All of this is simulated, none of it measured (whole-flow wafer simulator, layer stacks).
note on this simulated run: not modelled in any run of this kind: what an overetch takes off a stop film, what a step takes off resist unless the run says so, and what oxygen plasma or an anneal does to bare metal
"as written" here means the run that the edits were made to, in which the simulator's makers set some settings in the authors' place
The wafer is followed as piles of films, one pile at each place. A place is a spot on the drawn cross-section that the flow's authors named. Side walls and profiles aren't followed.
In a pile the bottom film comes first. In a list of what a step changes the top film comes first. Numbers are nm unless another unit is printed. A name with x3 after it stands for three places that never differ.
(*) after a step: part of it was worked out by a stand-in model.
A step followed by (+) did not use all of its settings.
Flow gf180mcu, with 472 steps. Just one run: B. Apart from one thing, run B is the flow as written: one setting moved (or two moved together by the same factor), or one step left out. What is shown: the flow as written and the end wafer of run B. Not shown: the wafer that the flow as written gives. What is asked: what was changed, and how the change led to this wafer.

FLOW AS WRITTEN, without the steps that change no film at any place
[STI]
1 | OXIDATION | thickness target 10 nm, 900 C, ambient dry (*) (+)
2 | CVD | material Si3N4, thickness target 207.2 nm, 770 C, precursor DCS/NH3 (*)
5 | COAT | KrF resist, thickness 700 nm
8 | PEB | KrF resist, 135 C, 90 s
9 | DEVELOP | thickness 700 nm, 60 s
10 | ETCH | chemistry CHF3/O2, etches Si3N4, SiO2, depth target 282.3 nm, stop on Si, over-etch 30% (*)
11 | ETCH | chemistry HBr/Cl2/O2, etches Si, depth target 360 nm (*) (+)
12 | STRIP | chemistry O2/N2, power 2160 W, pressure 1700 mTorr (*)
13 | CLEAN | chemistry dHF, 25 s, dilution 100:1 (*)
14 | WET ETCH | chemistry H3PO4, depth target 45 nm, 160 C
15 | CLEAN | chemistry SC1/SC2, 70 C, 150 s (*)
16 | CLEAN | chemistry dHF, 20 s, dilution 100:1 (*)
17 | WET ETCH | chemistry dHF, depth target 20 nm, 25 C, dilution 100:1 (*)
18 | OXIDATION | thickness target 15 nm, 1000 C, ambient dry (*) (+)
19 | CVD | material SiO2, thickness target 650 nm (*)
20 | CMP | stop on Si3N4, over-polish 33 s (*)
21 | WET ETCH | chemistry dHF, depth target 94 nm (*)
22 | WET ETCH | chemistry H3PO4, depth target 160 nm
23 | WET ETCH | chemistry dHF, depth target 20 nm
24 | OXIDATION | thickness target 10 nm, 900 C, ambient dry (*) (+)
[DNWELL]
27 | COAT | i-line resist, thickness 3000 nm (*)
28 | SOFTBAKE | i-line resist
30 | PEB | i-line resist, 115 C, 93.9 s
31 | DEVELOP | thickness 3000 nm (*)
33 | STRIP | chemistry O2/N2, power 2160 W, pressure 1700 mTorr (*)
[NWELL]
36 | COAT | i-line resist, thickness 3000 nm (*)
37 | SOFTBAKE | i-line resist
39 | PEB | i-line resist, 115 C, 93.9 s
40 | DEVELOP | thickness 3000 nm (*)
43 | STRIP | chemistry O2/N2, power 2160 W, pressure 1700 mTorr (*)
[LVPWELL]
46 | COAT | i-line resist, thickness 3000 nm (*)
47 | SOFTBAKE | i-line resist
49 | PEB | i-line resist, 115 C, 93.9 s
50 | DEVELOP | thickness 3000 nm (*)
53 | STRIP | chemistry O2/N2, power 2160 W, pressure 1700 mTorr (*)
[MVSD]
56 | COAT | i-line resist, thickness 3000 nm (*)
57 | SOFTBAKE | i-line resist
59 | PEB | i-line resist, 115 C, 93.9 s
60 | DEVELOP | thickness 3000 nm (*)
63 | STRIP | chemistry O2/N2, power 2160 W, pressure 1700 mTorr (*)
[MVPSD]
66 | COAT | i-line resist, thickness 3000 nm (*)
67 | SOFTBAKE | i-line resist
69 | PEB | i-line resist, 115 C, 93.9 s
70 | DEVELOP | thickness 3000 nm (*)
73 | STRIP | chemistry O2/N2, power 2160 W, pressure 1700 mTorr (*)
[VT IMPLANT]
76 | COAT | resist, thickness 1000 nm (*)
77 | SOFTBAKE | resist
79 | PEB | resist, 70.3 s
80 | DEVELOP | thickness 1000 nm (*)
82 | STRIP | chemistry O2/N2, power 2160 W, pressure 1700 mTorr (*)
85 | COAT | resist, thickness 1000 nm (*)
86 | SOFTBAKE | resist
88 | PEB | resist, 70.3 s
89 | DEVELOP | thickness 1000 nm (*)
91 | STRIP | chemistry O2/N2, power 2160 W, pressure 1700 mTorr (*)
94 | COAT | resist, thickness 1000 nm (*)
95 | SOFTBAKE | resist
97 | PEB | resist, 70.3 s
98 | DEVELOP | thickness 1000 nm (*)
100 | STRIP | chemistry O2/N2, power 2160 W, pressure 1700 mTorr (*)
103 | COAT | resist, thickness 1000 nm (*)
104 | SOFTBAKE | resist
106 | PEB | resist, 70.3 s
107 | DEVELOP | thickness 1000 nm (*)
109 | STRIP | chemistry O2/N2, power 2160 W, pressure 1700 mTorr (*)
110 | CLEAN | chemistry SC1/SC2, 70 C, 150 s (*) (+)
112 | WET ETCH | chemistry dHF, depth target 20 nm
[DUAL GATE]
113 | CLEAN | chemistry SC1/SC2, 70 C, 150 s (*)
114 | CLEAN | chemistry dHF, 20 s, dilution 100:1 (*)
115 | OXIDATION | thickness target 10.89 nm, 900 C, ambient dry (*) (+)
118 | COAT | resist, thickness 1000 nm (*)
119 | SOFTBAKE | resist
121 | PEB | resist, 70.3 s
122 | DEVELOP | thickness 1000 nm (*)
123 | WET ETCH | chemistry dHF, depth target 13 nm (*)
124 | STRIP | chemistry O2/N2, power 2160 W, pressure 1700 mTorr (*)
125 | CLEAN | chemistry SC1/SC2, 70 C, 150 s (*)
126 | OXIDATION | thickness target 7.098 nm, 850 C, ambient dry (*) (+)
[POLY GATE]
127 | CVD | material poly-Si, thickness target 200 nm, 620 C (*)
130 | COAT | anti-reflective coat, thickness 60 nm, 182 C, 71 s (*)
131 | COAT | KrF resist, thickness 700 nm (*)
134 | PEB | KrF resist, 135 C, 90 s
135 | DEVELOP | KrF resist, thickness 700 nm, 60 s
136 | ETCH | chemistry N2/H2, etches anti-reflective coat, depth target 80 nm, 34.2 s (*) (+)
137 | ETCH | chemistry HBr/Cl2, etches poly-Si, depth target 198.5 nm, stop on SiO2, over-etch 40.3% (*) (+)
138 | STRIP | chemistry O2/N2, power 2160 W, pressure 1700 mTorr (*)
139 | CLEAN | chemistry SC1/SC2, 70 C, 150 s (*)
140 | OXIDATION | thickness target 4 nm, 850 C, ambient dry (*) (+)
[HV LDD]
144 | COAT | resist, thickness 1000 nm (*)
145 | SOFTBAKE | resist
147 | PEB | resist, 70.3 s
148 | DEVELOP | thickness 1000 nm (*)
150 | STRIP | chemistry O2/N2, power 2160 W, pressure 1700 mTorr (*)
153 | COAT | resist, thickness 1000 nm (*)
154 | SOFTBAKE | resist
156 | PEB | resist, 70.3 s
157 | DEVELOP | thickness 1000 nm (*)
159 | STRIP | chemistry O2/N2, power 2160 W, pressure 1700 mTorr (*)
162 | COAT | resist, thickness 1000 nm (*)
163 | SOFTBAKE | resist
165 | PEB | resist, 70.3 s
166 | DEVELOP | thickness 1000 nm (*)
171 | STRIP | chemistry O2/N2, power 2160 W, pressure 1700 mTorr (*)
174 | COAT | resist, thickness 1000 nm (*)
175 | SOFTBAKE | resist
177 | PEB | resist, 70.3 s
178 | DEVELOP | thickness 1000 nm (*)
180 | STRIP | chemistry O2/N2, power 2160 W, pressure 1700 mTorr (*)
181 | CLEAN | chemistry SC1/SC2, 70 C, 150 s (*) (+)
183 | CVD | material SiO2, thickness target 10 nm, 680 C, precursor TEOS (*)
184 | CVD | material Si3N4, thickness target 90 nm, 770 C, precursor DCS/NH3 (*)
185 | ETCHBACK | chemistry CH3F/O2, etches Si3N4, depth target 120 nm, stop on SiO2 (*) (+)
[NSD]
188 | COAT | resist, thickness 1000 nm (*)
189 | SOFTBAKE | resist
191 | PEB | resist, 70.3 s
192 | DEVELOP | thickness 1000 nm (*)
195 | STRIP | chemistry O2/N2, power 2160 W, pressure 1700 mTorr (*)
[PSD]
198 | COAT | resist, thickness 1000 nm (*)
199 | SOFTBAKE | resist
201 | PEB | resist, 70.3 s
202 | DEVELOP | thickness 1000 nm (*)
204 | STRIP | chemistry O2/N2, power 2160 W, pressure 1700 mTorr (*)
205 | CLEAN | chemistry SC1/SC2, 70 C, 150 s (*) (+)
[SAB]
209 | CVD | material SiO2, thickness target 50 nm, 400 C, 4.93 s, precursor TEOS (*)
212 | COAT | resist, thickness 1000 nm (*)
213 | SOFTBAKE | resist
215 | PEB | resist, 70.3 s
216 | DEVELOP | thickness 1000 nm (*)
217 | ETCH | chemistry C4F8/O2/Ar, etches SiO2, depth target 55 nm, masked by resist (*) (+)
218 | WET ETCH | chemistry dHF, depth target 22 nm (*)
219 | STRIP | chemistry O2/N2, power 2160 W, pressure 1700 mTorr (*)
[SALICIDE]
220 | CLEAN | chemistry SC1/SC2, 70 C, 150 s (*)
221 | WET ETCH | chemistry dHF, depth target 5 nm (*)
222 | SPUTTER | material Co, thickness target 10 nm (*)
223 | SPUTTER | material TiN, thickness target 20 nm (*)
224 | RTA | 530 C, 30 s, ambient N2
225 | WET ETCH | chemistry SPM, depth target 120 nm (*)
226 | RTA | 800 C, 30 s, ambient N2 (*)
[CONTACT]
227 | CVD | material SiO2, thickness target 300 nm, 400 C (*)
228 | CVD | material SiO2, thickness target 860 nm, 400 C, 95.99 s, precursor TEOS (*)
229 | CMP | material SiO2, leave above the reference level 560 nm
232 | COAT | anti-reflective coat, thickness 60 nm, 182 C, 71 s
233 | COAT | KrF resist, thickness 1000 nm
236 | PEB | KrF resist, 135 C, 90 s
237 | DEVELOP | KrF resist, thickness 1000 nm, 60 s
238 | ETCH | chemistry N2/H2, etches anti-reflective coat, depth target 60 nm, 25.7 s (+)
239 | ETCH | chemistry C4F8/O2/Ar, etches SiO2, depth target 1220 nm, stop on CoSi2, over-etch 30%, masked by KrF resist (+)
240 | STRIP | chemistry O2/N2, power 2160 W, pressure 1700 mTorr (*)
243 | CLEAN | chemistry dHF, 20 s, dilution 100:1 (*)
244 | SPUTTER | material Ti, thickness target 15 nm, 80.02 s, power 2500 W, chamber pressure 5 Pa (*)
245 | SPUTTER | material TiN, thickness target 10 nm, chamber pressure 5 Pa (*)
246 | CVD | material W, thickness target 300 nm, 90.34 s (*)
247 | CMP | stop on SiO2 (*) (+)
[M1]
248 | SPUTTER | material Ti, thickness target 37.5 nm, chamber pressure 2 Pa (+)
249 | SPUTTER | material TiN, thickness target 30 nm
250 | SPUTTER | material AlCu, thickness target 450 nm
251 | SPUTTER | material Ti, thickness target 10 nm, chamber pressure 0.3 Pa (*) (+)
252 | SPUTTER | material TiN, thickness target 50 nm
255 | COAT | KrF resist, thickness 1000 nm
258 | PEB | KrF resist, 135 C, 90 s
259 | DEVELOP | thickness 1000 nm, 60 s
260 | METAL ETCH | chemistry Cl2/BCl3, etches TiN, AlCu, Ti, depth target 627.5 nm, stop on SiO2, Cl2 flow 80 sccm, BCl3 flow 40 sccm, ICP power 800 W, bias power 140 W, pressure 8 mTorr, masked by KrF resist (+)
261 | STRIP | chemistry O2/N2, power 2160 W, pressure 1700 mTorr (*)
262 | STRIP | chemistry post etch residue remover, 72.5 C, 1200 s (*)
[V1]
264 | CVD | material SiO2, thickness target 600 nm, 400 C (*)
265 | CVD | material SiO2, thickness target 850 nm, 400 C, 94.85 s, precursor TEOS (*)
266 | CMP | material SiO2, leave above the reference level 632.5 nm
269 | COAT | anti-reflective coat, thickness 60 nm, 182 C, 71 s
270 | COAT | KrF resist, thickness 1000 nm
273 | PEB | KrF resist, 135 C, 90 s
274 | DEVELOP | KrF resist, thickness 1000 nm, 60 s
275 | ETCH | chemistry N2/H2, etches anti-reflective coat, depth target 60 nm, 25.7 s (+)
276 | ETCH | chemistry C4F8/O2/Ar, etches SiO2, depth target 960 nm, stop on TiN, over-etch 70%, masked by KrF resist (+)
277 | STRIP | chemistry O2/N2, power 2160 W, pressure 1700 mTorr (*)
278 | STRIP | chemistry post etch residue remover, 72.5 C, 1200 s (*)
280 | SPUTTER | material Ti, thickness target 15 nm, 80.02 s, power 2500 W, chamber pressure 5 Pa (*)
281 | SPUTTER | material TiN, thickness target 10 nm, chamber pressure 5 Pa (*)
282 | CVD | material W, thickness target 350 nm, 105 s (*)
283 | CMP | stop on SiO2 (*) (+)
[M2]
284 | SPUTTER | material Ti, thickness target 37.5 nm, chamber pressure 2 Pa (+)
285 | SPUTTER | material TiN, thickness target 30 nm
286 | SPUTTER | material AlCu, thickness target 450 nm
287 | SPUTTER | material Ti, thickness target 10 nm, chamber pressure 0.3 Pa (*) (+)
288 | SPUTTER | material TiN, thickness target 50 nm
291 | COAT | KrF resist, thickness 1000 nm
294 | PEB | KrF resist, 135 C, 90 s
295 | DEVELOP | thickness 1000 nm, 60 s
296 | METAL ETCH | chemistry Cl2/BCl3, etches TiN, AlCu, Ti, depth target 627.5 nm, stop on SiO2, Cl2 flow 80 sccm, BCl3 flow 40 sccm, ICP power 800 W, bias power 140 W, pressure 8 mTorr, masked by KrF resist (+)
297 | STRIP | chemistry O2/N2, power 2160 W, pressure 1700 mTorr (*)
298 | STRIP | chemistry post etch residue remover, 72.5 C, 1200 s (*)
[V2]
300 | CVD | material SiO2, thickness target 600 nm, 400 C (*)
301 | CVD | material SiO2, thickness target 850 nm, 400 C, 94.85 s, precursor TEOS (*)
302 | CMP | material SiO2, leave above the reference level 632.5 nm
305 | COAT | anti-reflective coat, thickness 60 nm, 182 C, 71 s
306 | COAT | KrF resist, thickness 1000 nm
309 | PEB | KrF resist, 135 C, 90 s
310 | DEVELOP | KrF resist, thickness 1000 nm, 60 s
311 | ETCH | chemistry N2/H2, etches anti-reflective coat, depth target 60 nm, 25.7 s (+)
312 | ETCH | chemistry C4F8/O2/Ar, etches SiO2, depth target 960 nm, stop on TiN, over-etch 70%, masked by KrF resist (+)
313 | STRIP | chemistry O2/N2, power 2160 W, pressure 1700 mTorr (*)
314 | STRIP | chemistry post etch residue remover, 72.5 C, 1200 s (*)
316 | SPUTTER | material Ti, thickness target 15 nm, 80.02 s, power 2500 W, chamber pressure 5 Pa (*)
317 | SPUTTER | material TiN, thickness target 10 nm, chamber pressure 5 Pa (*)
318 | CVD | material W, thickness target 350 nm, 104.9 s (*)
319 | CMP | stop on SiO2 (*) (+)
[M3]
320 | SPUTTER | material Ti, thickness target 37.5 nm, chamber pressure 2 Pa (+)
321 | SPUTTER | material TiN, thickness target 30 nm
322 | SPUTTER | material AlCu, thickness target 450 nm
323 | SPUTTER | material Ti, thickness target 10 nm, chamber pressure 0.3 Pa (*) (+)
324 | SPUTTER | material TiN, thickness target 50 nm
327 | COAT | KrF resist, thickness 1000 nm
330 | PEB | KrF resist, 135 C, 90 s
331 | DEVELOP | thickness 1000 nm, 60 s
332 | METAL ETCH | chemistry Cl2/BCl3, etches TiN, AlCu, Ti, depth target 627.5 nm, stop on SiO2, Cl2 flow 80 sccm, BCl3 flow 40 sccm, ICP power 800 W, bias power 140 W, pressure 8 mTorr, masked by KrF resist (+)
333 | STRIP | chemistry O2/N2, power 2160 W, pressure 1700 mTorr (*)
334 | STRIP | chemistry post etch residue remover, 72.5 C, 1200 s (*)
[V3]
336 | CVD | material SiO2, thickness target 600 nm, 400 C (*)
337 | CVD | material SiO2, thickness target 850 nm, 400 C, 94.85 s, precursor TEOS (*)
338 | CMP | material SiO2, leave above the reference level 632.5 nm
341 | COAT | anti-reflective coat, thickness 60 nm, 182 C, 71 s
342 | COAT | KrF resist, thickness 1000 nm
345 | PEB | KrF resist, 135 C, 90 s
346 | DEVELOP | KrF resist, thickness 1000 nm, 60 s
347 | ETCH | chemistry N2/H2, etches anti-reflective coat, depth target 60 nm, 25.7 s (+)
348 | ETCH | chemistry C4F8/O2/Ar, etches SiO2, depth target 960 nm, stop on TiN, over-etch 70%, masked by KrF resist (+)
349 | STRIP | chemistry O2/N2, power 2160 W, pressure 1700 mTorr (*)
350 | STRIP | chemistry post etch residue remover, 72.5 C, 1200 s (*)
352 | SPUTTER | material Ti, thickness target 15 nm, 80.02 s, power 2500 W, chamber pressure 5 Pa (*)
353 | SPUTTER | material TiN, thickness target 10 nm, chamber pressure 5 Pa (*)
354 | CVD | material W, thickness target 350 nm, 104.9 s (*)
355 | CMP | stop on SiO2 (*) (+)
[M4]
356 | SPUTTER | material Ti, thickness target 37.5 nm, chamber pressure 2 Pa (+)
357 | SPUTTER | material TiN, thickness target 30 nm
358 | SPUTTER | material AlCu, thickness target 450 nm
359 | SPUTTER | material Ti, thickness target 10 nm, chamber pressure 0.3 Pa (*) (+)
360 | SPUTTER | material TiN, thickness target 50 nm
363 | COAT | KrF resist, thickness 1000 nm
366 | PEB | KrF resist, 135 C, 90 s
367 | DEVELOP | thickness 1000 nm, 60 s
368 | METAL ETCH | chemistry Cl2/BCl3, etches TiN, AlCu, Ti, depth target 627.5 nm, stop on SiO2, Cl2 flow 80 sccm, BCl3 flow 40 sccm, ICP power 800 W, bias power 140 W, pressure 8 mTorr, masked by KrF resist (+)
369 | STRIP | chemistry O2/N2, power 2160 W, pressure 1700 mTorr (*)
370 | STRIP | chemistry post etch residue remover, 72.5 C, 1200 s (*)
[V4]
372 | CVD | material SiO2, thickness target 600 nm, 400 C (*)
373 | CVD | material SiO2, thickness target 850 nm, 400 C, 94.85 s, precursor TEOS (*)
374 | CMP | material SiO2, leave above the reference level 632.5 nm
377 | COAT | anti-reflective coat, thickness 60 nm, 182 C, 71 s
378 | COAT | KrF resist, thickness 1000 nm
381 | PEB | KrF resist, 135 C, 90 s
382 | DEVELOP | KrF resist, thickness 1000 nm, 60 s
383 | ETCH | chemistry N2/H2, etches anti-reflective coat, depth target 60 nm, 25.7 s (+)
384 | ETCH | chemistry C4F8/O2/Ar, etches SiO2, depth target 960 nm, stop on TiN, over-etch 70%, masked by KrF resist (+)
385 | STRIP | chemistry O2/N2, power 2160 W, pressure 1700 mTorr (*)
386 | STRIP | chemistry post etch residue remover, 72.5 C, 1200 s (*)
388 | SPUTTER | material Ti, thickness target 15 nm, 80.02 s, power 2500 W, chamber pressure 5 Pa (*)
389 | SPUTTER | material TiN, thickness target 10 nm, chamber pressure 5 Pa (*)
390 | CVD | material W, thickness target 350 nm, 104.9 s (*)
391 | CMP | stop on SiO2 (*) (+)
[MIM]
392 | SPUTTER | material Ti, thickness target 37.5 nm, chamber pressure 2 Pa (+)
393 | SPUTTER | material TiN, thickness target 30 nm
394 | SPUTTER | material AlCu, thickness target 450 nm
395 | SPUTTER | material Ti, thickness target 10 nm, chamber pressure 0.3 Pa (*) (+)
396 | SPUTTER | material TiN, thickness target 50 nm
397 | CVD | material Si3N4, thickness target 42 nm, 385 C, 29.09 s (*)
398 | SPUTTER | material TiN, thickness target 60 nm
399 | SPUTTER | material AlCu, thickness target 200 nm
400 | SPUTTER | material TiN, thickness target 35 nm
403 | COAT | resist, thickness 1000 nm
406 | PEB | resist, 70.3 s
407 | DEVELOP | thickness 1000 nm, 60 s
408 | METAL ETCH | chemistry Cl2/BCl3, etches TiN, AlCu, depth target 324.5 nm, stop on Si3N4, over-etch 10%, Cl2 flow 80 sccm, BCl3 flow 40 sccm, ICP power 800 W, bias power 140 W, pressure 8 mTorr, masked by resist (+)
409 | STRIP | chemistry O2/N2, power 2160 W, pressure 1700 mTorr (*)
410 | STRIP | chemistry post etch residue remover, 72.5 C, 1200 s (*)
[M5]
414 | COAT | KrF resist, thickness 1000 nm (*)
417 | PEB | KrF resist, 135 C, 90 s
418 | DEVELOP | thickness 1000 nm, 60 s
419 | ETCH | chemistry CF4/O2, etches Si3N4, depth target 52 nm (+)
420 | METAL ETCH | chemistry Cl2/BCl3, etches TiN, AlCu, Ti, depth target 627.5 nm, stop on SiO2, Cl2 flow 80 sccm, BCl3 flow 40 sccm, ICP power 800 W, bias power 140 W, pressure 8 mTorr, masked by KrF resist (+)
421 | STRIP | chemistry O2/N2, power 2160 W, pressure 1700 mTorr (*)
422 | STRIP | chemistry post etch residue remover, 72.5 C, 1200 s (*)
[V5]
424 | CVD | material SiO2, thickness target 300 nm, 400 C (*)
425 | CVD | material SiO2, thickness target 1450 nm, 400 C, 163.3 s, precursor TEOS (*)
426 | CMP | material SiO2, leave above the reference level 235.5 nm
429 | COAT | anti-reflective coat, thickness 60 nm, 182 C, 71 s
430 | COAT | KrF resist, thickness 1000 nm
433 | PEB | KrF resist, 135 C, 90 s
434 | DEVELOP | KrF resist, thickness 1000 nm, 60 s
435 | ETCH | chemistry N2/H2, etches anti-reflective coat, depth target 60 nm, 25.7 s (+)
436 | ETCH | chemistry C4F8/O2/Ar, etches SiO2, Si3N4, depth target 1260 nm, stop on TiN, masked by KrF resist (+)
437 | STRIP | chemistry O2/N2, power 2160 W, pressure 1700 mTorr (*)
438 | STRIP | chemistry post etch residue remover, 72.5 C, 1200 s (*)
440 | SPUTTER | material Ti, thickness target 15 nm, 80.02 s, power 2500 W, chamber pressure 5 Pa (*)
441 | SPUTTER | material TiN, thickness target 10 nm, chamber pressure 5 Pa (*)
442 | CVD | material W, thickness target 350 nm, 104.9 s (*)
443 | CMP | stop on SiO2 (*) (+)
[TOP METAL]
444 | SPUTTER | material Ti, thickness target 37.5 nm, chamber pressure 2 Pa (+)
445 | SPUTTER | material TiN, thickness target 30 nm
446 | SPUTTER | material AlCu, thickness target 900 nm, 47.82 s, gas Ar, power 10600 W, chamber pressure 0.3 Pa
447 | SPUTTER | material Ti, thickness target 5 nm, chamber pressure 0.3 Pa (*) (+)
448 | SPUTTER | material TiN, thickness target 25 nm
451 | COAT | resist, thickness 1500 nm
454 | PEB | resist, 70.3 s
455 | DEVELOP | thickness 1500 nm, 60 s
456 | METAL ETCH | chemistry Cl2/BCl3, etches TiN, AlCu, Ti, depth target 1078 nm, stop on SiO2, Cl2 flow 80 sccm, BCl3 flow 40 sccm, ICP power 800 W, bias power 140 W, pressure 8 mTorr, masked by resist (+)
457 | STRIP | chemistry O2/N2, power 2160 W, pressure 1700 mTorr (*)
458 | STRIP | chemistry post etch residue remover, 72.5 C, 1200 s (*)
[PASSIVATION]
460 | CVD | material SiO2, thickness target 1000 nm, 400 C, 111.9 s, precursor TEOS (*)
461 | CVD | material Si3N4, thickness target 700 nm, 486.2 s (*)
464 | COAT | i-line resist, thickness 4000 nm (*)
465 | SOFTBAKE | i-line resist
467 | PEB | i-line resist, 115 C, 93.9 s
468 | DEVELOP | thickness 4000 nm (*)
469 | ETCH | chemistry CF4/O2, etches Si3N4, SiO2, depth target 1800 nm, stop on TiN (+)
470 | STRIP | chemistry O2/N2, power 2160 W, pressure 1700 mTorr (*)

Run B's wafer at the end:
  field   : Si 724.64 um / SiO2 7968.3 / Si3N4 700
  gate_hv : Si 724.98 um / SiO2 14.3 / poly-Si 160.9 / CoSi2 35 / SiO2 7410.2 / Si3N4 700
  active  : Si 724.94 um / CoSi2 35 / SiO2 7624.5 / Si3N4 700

The reason: step 286, SPUTTER: thickness target 191 nm was run, whereas the flow has thickness target 450 nm.

Step by step, how the change led to this:
  286 | SPUTTER | material AlCu, thickness target 450 nm
      field, field__w1, field__w2 and 108 more: +191 AlCu (new film) (in the flow as written it would be: +450 AlCu (new film))
  296 | METAL ETCH | chemistry Cl2/BCl3, etches TiN, AlCu, Ti, depth target 627.5 nm, stop on SiO2, Cl2 flow 80 sccm, BCl3 flow 40 sccm, ICP power 800 W, bias power 140 W, pressure 8 mTorr, masked by KrF resist (+)
      field, field__w1, field__w2 and 103 more: -50 TiN (all of it), -10 Ti (all of it), -191 AlCu (all of it), -30 TiN (all of it), -37.5 Ti (all of it) (in the flow as written it would be: -50 TiN (all of it), -10 Ti (all of it), -450 AlCu (all of it), -30 TiN (all of it), -37.5 Ti (all of it))
      field__w8, contact, m1, m1__w1, m1_nw: -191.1 KrF resist (in the flow as written it would be: -251 KrF resist)
  297 | STRIP | chemistry O2/N2, power 2160 W, pressure 1700 mTorr (*)
      field__w8, contact, m1, m1__w1, m1_nw: -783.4 KrF resist (all of it) (in the flow as written it would be: -723.5 KrF resist (all of it))
  302 | CMP | material SiO2, leave above the reference level 632.5 nm
      field, field__w1, field__w2 and 103 more: -559 SiO2 (in the flow as written it would be: -300 SiO2)
